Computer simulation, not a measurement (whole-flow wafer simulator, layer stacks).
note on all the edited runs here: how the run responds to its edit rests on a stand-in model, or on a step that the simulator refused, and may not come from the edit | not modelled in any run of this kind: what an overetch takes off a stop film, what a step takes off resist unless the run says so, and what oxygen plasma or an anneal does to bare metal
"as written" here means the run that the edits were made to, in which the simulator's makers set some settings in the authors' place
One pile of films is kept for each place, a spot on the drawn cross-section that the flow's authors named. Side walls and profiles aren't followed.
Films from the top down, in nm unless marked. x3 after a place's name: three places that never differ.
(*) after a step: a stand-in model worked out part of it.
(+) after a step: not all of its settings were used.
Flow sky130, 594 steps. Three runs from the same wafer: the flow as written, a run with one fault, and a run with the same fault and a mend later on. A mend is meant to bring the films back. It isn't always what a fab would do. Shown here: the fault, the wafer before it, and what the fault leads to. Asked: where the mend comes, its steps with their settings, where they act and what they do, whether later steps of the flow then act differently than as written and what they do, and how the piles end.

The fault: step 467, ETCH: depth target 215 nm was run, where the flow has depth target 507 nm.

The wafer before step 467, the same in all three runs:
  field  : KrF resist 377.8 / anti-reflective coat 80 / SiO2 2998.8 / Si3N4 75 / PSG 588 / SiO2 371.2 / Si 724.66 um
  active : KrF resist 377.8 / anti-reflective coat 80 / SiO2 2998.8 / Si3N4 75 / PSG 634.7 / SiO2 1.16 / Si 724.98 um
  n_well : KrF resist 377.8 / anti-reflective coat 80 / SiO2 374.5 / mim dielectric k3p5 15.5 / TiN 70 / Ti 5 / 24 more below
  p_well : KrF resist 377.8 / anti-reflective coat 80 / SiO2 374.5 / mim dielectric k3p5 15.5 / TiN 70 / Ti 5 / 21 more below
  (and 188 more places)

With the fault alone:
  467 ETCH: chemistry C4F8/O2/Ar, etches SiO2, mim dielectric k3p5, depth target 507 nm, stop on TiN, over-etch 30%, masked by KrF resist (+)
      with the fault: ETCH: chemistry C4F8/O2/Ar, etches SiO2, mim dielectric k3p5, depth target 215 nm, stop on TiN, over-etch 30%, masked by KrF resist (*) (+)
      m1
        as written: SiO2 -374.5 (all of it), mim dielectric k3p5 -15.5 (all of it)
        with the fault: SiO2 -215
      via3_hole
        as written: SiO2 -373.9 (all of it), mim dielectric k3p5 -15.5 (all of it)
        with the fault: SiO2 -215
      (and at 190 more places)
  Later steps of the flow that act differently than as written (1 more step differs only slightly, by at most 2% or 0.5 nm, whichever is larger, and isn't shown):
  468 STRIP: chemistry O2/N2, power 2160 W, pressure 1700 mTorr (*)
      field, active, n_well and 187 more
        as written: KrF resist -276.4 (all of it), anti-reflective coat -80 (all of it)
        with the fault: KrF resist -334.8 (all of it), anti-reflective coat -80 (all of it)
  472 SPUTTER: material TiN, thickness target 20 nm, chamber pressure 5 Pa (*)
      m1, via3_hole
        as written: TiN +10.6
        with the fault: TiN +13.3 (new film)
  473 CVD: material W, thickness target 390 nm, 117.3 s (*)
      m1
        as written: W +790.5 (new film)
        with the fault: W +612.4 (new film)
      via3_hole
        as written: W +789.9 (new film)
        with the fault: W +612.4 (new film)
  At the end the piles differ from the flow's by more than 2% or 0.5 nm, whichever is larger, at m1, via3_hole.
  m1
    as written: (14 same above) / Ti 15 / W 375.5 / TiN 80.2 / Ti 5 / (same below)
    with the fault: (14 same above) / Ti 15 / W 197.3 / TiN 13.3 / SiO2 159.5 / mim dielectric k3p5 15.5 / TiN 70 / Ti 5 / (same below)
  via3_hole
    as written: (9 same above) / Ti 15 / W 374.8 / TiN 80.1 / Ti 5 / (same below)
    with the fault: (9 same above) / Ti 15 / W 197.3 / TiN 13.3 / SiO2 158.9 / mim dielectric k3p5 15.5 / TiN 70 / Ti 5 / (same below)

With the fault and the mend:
  The mend comes after step 467.
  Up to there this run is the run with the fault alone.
  467a ETCH: chemistry C4F8/O2/Ar, etches SiO2, mim dielectric k3p5, depth target 292 nm, stop on TiN, over-etch 30%, masked by KrF resist (+) (the flow's step 467 once more, with other settings)
      field, active, n_well and 187 more
        KrF resist -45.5
      m1
        SiO2 -159.5 (all of it), mim dielectric k3p5 -15.5 (all of it)
      via3_hole
        SiO2 -158.9 (all of it), mim dielectric k3p5 -15.5 (all of it)
  Later steps of the flow that act differently than as written:
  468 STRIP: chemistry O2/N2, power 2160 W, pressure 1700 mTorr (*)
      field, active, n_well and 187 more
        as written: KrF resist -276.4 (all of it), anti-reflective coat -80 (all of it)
        with the mend: KrF resist -289.3 (all of it), anti-reflective coat -80 (all of it)
  At the end the piles are the same as the flow's at every place that both follow.
